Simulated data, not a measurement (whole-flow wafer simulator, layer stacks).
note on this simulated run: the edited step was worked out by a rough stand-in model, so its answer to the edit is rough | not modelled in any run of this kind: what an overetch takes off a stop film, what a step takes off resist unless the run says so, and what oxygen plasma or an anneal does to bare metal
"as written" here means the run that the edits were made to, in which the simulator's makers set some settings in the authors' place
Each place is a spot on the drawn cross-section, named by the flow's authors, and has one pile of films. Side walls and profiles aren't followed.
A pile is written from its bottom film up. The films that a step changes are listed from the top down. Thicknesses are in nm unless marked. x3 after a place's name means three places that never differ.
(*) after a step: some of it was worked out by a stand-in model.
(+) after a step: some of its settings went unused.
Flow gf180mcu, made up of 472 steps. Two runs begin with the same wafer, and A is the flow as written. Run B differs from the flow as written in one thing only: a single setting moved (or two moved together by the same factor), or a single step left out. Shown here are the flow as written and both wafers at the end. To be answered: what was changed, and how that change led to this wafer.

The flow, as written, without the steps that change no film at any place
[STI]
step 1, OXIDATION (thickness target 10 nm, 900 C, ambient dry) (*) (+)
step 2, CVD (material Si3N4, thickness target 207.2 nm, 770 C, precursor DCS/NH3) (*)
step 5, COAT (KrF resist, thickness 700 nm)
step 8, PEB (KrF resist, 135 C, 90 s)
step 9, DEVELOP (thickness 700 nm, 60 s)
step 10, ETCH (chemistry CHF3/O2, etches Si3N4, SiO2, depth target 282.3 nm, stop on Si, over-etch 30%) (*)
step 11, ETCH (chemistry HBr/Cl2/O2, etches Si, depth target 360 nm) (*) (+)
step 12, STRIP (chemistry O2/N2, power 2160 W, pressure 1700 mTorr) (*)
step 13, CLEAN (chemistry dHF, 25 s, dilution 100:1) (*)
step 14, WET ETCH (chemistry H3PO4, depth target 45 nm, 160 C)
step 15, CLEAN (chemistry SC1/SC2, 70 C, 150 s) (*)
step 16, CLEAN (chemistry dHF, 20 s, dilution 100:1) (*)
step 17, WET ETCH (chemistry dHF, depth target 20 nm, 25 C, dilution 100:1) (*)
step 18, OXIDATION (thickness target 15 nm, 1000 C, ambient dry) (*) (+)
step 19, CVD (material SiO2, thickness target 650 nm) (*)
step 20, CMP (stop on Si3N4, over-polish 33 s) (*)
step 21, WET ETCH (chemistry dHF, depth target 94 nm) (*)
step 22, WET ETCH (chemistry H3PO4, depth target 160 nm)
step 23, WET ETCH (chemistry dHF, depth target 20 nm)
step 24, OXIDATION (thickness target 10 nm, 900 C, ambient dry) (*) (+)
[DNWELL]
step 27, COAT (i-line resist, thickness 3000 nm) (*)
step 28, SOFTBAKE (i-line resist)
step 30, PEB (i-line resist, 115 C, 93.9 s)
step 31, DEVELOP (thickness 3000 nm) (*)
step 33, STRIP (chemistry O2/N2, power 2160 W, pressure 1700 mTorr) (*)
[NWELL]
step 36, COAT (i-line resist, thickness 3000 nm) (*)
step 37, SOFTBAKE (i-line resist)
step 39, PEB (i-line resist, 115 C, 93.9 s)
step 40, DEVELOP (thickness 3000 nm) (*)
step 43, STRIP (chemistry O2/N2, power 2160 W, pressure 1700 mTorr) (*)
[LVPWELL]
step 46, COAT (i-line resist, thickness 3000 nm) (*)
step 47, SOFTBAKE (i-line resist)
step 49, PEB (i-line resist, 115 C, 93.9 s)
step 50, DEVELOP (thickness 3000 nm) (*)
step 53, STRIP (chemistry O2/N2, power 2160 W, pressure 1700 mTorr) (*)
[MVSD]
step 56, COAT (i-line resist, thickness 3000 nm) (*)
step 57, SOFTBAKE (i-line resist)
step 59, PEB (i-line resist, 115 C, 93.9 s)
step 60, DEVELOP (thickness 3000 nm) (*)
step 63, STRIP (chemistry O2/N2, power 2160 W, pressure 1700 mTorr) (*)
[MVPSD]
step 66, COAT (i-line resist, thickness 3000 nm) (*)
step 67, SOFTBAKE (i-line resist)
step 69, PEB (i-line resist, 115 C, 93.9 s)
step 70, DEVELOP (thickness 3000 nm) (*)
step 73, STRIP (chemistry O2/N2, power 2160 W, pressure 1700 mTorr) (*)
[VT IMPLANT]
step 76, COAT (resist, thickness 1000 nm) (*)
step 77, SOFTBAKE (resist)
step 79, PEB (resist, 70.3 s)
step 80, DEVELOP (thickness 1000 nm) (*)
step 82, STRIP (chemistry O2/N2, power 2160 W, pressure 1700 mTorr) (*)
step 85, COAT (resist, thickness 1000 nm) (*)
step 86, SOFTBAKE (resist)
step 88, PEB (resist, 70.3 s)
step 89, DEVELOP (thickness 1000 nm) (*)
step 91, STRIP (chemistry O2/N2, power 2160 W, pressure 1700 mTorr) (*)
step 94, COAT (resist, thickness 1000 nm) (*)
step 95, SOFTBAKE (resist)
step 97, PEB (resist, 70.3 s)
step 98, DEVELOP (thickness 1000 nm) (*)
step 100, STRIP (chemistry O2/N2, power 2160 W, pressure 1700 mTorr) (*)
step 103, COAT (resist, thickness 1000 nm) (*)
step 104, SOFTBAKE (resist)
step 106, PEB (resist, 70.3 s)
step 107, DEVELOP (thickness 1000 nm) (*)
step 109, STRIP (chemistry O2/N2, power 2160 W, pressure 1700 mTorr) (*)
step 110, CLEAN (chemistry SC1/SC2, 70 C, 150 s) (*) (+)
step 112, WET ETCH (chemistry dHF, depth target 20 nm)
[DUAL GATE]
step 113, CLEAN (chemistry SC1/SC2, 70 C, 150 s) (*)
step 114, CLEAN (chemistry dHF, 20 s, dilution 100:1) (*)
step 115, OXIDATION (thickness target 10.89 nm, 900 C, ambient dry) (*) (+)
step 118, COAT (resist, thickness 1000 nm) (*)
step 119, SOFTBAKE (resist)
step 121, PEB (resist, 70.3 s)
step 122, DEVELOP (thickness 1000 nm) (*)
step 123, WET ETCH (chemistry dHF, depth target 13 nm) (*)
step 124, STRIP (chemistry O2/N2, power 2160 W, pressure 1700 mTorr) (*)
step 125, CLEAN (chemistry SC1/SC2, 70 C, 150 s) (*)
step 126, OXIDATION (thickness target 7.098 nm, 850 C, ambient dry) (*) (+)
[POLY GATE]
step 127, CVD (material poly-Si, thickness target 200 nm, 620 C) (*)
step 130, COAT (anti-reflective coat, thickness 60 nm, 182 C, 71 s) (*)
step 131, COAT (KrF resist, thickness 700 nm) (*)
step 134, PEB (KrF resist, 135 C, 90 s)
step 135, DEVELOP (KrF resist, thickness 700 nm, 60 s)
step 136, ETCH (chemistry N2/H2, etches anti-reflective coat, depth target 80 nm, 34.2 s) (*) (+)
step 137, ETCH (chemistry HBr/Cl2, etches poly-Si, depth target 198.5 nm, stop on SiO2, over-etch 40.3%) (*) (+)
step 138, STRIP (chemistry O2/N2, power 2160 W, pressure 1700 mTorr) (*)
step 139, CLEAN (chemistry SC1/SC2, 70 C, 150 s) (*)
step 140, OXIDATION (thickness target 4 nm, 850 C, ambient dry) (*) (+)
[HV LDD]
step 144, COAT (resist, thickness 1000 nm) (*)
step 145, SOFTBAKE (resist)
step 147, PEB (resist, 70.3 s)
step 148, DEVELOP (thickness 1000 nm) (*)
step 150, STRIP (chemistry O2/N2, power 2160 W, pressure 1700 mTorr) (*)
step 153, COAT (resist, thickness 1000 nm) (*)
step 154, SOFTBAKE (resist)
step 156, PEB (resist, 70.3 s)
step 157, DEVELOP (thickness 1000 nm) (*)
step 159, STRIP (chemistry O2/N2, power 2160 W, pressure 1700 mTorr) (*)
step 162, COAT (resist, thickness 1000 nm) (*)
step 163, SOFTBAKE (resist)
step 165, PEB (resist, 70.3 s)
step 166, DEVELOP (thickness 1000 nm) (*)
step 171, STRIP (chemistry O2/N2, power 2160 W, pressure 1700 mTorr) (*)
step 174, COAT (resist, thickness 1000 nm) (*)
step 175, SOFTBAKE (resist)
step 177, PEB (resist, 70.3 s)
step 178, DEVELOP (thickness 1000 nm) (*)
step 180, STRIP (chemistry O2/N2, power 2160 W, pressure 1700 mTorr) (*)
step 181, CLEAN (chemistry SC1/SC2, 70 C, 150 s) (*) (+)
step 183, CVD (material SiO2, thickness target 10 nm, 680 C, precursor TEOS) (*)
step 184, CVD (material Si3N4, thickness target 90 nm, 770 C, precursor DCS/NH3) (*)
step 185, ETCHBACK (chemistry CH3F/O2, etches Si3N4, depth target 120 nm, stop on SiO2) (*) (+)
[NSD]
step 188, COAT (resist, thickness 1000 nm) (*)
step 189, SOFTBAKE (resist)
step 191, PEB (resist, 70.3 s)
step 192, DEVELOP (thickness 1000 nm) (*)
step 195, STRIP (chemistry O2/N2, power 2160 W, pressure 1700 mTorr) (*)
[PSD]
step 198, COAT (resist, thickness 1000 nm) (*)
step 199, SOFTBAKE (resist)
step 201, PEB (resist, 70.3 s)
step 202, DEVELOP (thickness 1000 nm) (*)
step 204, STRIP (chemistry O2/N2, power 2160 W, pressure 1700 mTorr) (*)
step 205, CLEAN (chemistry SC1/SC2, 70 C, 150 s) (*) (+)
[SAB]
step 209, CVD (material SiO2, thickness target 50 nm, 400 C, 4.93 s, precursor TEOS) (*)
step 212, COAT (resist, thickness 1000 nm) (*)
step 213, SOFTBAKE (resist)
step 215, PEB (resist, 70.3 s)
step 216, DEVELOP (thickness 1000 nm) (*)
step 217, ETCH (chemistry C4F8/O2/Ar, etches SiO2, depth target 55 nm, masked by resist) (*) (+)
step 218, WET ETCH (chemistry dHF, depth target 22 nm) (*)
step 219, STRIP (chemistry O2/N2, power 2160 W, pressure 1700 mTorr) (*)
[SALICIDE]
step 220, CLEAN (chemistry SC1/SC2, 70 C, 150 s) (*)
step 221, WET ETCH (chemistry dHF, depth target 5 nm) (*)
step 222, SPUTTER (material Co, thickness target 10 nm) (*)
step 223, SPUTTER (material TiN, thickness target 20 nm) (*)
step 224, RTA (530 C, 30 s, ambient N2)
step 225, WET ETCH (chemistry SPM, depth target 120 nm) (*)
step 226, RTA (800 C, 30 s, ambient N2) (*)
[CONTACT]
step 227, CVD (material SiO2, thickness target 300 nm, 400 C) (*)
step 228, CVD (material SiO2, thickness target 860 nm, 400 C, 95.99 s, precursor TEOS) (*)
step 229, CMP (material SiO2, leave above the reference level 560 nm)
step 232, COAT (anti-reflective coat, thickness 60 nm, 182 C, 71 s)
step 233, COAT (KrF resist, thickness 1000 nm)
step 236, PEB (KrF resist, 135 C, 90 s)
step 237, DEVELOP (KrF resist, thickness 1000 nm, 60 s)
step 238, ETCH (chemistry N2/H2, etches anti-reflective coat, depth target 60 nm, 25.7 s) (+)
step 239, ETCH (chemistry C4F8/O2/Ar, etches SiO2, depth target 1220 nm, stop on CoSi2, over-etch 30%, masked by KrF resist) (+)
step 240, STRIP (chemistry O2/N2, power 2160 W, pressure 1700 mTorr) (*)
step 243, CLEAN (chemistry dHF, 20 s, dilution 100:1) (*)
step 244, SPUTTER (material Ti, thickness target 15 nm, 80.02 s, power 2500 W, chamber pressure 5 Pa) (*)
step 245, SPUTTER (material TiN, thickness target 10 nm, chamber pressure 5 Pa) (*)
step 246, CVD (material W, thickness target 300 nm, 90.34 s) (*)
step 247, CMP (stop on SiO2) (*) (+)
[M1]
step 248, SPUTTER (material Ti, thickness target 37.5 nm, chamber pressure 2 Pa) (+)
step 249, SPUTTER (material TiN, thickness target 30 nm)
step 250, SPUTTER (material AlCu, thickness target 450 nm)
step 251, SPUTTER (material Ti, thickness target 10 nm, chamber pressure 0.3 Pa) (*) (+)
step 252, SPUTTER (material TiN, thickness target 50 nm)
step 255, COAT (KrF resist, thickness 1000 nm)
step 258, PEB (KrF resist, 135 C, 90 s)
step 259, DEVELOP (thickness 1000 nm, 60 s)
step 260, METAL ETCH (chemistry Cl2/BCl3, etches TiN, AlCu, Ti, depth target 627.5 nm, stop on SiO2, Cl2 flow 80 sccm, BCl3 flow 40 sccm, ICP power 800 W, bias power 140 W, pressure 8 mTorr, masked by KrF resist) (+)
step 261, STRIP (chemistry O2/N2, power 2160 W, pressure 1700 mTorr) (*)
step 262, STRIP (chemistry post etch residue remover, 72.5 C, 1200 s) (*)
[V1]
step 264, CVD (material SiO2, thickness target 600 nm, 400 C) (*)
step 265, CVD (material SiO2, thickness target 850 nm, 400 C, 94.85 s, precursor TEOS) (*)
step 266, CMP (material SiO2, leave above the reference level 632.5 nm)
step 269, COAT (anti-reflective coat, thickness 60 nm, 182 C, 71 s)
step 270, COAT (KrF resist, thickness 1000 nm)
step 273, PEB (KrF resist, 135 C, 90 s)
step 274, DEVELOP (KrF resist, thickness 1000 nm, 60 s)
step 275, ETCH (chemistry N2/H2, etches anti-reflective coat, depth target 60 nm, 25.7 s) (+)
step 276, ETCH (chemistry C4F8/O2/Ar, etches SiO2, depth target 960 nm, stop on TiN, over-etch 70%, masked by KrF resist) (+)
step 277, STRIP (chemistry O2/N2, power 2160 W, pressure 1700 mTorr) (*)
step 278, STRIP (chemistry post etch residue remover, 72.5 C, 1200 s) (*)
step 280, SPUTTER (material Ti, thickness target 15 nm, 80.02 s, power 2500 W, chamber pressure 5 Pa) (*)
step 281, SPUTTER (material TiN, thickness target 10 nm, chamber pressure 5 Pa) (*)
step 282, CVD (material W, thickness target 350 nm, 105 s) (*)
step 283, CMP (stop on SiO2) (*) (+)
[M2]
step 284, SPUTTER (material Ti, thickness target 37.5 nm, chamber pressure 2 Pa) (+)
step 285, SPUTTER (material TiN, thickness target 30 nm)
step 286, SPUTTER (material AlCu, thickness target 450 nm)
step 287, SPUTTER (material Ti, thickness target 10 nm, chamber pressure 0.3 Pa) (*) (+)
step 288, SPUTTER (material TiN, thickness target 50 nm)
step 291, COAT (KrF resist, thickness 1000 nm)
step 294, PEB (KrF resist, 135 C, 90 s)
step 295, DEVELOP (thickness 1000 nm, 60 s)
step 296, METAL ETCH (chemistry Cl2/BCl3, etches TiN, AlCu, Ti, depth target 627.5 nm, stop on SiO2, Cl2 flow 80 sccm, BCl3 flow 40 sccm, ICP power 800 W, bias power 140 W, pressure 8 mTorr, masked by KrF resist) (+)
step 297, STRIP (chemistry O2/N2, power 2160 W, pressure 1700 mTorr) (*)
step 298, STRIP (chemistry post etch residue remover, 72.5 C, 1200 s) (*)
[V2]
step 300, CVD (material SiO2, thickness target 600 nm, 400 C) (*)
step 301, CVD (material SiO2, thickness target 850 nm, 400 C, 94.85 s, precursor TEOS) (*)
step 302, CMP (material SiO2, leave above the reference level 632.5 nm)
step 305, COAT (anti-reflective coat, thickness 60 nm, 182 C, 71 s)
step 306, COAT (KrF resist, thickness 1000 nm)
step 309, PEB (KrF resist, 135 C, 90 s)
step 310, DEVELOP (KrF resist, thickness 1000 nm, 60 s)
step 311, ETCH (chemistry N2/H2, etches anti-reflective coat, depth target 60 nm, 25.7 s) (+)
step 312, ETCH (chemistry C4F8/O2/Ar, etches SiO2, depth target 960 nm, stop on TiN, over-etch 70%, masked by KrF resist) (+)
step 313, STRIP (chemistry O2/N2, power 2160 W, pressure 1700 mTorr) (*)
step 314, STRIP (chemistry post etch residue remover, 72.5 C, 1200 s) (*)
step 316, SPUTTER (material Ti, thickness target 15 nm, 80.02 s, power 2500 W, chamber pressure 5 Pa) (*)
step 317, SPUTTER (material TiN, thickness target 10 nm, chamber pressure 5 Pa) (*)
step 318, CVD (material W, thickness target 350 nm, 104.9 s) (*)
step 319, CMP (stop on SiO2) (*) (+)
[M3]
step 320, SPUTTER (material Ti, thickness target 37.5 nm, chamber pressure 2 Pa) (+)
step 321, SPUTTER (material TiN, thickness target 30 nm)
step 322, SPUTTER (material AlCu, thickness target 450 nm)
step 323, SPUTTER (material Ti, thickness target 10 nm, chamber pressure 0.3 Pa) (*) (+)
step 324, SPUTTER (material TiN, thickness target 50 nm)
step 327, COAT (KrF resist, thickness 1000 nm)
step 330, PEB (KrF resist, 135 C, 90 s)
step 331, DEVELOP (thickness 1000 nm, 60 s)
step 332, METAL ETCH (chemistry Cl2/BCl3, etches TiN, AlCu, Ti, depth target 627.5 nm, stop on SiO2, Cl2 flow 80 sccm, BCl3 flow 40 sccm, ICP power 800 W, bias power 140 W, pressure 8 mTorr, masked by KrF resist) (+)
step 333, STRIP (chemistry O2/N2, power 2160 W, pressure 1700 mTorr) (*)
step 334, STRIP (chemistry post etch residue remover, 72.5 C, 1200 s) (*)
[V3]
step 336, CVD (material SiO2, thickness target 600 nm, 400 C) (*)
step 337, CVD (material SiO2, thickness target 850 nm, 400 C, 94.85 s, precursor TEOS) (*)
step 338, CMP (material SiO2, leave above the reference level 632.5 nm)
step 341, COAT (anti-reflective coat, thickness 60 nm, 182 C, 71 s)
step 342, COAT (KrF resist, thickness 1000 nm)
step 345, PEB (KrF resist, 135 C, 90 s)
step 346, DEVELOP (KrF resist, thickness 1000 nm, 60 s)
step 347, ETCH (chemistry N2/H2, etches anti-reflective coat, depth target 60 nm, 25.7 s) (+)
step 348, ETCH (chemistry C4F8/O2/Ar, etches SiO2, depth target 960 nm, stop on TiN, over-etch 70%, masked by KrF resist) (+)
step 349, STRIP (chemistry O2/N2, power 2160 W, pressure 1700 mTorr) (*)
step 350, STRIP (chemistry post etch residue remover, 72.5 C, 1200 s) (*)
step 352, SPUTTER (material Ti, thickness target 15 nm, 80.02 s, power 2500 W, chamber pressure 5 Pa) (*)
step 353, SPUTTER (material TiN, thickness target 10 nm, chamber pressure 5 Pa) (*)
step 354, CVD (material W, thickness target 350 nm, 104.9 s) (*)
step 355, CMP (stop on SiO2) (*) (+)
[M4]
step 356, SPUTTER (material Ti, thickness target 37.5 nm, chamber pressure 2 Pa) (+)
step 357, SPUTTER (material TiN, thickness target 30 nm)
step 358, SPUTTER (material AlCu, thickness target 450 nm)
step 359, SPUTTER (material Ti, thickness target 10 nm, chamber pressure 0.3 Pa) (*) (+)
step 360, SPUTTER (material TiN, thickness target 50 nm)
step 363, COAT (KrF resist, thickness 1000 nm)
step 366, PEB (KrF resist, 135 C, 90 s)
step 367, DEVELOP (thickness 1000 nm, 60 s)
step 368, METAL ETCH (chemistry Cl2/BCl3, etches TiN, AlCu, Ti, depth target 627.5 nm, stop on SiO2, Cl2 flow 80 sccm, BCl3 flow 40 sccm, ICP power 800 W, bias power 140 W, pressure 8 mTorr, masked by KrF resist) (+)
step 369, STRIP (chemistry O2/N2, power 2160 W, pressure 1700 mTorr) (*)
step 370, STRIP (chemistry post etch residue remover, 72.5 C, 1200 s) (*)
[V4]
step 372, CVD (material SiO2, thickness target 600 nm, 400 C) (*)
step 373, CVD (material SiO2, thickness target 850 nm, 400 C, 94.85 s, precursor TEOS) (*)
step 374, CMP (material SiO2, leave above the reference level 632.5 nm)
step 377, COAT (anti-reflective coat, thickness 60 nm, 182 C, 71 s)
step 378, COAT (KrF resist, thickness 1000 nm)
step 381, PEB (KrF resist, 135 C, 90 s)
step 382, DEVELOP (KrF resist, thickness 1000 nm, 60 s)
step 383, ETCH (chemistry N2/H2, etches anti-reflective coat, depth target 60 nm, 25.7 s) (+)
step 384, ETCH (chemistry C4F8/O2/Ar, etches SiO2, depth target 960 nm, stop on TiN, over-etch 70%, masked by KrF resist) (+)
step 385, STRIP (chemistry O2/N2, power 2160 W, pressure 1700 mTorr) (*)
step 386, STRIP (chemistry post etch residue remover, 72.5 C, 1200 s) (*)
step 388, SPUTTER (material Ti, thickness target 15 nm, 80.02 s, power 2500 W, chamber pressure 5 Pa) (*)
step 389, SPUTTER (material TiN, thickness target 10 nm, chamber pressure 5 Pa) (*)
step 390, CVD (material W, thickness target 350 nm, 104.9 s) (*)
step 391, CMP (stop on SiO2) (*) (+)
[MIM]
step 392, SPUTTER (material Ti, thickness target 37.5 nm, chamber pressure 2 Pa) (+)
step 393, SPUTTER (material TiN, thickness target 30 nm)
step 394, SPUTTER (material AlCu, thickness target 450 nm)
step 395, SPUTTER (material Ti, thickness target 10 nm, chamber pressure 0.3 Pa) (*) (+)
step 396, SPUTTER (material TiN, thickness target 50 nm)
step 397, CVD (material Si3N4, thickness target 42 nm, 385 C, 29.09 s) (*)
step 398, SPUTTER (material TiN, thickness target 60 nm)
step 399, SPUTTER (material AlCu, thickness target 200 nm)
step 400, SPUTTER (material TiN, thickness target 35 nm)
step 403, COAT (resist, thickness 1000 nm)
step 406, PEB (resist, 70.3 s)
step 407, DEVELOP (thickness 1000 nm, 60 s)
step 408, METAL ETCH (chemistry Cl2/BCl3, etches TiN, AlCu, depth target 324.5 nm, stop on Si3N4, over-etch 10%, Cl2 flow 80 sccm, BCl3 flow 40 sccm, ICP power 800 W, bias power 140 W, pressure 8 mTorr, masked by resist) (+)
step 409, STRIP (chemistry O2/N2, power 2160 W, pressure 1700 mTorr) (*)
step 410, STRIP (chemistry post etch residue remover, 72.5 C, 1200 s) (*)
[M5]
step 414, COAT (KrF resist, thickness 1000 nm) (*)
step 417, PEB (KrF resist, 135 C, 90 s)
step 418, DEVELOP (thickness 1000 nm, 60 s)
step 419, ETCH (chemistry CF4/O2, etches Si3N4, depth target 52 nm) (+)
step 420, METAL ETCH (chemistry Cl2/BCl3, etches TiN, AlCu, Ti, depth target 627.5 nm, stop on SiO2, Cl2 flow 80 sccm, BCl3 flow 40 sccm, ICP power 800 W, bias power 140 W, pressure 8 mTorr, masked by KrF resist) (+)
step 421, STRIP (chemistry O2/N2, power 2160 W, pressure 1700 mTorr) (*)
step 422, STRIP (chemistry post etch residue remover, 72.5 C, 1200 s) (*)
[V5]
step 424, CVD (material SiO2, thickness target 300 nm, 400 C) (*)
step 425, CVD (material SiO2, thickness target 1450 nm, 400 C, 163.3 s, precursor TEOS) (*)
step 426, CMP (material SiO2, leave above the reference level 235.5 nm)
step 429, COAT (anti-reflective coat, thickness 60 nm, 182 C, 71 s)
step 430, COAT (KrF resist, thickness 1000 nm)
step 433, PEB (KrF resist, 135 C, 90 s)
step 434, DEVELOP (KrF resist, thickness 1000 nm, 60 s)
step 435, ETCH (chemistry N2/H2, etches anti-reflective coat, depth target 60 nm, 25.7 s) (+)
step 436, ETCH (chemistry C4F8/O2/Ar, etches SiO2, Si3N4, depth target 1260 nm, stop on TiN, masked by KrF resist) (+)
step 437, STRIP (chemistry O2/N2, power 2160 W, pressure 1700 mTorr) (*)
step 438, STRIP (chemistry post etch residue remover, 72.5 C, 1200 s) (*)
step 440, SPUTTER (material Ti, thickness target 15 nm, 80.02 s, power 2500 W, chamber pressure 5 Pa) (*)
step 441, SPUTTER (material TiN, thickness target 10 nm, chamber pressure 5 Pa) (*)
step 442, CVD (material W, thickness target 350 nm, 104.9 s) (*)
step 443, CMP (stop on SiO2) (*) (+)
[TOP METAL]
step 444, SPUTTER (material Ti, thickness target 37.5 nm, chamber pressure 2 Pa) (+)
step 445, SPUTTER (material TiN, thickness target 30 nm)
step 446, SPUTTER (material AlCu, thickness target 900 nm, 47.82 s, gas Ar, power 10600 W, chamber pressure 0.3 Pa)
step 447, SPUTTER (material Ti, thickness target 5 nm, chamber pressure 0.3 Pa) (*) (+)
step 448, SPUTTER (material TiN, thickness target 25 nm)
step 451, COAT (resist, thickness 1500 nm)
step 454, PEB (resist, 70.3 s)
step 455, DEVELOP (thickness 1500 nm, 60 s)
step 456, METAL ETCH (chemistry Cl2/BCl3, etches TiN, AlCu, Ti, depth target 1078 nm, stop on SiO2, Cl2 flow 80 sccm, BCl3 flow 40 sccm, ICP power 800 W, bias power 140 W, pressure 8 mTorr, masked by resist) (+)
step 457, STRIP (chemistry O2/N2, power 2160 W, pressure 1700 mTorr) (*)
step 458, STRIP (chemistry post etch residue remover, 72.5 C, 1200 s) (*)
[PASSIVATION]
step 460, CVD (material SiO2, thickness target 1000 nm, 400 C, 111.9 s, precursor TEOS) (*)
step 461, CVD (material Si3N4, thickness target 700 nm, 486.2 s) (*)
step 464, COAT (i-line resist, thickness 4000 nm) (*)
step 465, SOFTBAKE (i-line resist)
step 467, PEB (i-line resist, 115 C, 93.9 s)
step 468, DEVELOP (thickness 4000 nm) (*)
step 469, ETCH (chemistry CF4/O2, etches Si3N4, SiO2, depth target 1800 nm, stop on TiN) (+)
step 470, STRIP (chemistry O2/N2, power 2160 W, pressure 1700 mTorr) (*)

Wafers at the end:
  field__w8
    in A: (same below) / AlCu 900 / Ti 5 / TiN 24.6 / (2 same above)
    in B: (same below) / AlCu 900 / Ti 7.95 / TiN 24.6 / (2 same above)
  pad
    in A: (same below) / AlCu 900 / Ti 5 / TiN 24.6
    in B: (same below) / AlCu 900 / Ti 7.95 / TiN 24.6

The reason: step 447, SPUTTER: thickness target 7.95 nm was run, while the flow as written has thickness target 5 nm.
The wafer lets one read it off: field__w8 has Ti 7.95, and step 447 as written asks for 5 nm.

How this came from the change, step by step:
  step 447, SPUTTER (material Ti, thickness target 5 nm, chamber pressure 0.3 Pa) (*) (+)
      field, field__w1, field__w2 and 109 more: A +5 Ti (new film) | B +7.95 Ti (new film)
  step 456, METAL ETCH (chemistry Cl2/BCl3, etches TiN, AlCu, Ti, depth target 1078 nm, stop on SiO2, Cl2 flow 80 sccm, BCl3 flow 40 sccm, ICP power 800 W, bias power 140 W, pressure 8 mTorr, masked by resist) (+)
      field, field__w1, field__w2 and 103 more: A -25 TiN (all of it), -5 Ti (all of it), -900 AlCu (all of it), -30 TiN (all of it), -37.5 Ti (all of it) | B -25 TiN (all of it), -7.95 Ti (all of it), -900 AlCu (all of it), -30 TiN (all of it), -37.5 Ti (all of it)
  step 465, SOFTBAKE (i-line resist)
      gate: A +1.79 i-line resist | B -0.35 i-line resist
      ld_acc_p, ld_fp_p, ld_drift_p: A +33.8 i-line resist | B +27 i-line resist
      (also at 57 further places)
